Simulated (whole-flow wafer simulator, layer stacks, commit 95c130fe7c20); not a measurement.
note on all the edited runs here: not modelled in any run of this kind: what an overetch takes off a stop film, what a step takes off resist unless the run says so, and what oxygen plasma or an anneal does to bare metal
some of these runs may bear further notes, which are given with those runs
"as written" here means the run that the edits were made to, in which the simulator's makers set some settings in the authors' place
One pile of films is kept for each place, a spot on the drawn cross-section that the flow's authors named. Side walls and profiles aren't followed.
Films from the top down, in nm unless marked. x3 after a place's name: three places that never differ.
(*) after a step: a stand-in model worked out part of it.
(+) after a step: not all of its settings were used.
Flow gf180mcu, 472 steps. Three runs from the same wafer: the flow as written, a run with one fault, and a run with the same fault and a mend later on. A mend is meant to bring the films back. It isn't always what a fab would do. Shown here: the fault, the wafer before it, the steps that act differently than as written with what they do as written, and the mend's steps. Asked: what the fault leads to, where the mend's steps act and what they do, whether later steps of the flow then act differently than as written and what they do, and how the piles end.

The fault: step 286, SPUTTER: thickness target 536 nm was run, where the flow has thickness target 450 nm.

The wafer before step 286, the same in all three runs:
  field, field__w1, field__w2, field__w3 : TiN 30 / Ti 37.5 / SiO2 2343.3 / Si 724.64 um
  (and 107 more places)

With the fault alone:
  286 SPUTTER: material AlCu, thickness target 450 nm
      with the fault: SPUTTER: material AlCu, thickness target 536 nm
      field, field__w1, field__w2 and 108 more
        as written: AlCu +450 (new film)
        with the fault: AlCu +536 (new film)
  Later steps of the flow that act differently than as written:
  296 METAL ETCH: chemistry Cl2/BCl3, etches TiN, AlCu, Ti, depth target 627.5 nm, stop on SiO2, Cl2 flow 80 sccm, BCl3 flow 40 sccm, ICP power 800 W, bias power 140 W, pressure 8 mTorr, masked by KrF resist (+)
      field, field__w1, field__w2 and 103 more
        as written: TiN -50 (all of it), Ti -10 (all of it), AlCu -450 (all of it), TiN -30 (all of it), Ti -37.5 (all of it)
        with the fault: TiN -50 (all of it), Ti -10 (all of it), AlCu -536 (all of it), TiN -30 (all of it), Ti -1.5
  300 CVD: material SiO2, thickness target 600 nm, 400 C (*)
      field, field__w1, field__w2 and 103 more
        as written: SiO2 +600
        with the fault: SiO2 +600 (new film)
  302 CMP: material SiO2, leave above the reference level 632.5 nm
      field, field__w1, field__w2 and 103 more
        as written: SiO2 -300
        with the fault: SiO2 -250
  At the end the piles differ from the flow's by more than 2% or 0.5 nm, whichever is larger, at field, field__w1, field__w2 and 109 more.
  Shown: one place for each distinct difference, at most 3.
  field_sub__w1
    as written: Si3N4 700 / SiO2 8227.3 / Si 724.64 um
    with the fault: Si3N4 700 / SiO2 5934 / Ti 36 / SiO2 2343.2 / Si 724.64 um
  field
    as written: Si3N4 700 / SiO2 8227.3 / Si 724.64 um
    with the fault: Si3N4 700 / SiO2 5934 / Ti 36 / SiO2 2343.3 / Si 724.64 um
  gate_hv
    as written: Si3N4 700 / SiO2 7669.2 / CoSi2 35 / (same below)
    with the fault: Si3N4 700 / SiO2 5934 / Ti 36 / SiO2 1785.1 / CoSi2 35 / (same below)

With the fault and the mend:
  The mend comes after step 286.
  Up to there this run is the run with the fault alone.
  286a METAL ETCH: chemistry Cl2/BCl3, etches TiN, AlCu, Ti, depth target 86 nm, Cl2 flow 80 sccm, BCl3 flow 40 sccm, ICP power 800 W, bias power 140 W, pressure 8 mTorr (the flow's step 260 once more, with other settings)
      field, field__w1, field__w2 and 108 more
        AlCu -86
  No later step of the flow acts differently than as written at any place that is followed.
  At the end the piles are the same as the flow's at every place that both follow.
